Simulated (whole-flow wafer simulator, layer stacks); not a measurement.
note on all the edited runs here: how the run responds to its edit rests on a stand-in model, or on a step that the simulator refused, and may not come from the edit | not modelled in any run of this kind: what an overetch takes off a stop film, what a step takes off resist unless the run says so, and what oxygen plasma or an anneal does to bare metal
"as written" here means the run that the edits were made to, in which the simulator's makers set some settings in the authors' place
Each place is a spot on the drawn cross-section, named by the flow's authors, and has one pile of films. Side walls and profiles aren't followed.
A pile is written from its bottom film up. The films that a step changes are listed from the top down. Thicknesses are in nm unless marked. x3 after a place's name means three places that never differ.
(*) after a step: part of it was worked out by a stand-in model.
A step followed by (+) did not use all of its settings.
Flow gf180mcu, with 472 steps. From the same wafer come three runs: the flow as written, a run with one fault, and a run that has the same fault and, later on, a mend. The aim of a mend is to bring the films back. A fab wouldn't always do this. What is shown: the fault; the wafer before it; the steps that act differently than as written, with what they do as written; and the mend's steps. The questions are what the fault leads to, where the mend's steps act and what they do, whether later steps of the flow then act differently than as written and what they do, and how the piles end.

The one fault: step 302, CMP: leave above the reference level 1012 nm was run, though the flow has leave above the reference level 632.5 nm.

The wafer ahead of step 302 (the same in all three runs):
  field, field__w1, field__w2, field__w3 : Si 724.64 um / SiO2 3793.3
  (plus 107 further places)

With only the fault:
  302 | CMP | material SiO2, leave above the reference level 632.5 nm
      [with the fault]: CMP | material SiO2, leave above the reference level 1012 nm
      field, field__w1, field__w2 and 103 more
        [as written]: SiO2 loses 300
        [with the fault]: nothing
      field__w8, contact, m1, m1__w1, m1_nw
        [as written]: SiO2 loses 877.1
        [with the fault]: SiO2 loses 497.6
  Steps further on in the flow that do not act as written (not shown: 4 more steps that differ only slightly, by at most 2% or 0.5 nm, whichever is larger):
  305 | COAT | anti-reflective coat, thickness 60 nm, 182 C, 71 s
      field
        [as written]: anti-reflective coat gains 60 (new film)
        [with the fault]: anti-reflective coat gains 91.8 (new film)
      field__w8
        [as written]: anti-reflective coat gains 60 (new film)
        [with the fault]: anti-reflective coat gains 20.9 (new film)
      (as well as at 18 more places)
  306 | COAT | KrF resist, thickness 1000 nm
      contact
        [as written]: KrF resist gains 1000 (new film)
        [with the fault]: KrF resist gains 968.5 (new film)
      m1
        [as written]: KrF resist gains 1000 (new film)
        [with the fault]: KrF resist gains 963.2 (new film)
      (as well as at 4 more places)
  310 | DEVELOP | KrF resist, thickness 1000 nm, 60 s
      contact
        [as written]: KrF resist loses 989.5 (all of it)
        [with the fault]: KrF resist loses 958.3 (all of it)
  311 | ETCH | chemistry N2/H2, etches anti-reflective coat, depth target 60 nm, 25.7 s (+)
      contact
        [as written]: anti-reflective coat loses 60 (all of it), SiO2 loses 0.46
        [with the fault]: anti-reflective coat loses 26.7 (all of it), SiO2 loses 1.31
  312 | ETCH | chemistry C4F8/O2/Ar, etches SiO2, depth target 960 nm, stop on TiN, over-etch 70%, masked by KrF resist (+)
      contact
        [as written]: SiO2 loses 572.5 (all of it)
        [with the fault]: SiO2 loses 951.1 (all of it)
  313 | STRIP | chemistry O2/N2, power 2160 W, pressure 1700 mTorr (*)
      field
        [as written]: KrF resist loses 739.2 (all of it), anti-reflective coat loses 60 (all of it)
        [with the fault]: KrF resist loses 725.4 (all of it), anti-reflective coat loses 91.8 (all of it)
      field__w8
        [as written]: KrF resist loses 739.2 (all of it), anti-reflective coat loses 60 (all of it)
        [with the fault]: KrF resist loses 729.2 (all of it), anti-reflective coat loses 20.9 (all of it)
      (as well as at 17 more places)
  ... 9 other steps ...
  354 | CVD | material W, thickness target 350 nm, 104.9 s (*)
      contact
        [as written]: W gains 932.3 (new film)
        [with the fault]: W gains 1009.4 (new film)
  The piles end different from the flow's at field, field__w1, field__w2 and 109 more by more than 2% or 0.5 nm, whichever is larger.
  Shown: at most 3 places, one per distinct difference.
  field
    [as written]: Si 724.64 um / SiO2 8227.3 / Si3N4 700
    [with the fault]: Si 724.64 um / SiO2 8603.9 / Si3N4 700
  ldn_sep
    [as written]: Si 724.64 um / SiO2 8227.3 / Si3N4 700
    [with the fault]: Si 724.64 um / SiO2 8603.8 / Si3N4 700
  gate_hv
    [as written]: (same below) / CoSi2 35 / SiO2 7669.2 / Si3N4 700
    [with the fault]: (same below) / CoSi2 35 / SiO2 8045.7 / Si3N4 700

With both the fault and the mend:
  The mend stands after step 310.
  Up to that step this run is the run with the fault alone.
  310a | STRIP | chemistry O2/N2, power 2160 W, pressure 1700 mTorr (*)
      iso_ptap_pw, iso_ntap_nw, iso_nw_fld and 33 more
        KrF resist loses 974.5 (all of it), anti-reflective coat loses 60 (all of it)
      field_sub, field_sub__w1, field_sub__w2 and 10 more
        KrF resist loses 975.3 (all of it), anti-reflective coat loses 60.2 (all of it)
      p_well, sti, spacer, sd_n, mim_1p0, pad, dice_street
        KrF resist loses 974.6 (all of it), anti-reflective coat loses 60.7 (all of it)
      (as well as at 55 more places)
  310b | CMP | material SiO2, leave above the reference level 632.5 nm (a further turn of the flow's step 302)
      field, field__w1, field__w2 and 103 more
        SiO2 loses 300
      field__w8, contact, m1, m1__w1, m1_nw
        SiO2 loses 379.5
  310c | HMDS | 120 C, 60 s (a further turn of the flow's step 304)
      does not change any film at any place that is followed
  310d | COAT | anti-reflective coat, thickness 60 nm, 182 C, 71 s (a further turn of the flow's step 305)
      field, field__w1, field__w2 and 108 more
        anti-reflective coat gains 60 (new film)
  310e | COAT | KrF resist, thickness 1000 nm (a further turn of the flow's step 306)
      field, field__w1, field__w2 and 108 more
        KrF resist gains 1000 (new film)
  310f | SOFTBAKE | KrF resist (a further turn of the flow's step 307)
      does not change any film at any place that is followed
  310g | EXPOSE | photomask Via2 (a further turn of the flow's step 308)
      does not change any film at any place that is followed
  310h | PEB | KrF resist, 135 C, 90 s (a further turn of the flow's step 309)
      field, field__w1, field__w2 and 108 more
        KrF resist loses 10.5
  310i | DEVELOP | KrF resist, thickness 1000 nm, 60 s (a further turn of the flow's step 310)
      field, field__w1, field__w2 and 107 more
        KrF resist loses 14.9
      contact
        KrF resist loses 989.5 (all of it)
  Later steps of the flow that are run all act as written at every place that is followed.
  At every place that both follow, the piles at the end match the flow's.
